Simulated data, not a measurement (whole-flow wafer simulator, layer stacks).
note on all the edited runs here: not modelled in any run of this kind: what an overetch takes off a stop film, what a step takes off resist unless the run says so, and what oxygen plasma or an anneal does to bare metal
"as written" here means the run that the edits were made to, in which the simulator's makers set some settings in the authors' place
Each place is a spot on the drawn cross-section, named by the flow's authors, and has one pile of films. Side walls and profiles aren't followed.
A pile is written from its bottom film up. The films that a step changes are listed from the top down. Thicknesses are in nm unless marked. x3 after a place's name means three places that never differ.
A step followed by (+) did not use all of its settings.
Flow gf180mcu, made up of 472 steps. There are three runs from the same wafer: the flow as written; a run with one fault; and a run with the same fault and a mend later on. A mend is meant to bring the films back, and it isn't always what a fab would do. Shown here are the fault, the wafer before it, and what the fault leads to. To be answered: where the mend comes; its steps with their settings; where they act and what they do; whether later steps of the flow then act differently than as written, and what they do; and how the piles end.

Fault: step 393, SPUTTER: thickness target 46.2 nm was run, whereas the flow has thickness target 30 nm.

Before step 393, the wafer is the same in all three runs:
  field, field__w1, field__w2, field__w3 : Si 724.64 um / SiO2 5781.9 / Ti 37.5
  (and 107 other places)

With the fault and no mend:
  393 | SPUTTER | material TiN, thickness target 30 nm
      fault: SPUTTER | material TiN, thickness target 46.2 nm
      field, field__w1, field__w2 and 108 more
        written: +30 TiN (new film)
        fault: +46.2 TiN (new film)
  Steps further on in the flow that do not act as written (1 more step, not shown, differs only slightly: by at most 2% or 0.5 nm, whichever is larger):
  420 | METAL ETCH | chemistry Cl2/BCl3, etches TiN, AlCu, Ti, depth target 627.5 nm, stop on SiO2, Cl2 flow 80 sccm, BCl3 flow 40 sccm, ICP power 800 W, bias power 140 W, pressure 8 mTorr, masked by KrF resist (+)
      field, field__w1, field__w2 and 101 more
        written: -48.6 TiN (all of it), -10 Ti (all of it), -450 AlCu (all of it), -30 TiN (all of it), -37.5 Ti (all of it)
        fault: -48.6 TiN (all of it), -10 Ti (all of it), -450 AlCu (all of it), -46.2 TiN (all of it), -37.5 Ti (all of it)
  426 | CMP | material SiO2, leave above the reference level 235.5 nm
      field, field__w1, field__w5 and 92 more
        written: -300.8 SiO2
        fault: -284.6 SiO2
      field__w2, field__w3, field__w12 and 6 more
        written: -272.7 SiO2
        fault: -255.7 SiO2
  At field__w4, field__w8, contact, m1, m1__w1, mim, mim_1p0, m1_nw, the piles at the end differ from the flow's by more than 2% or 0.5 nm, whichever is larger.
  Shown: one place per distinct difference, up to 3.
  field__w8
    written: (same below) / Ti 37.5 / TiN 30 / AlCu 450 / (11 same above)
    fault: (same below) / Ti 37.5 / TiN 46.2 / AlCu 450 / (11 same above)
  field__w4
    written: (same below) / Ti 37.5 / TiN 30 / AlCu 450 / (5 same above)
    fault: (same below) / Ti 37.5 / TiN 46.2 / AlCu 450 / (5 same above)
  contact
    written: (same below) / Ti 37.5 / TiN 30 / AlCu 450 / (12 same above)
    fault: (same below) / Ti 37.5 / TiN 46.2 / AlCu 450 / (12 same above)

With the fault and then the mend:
  After step 393 comes the mend.
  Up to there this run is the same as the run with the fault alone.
  393a | METAL ETCH | chemistry Cl2/BCl3, etches TiN, AlCu, Ti, depth target 16.2 nm, Cl2 flow 80 sccm, BCl3 flow 40 sccm, ICP power 800 W, bias power 140 W, pressure 8 mTorr (the flow's step 260, run once more with other settings)
      field, field__w1, field__w2 and 108 more
        -16.2 TiN
  Later steps of the flow that are run all act as written at every place that is followed.
  By the end, the piles equal the flow's at every place that both follow.
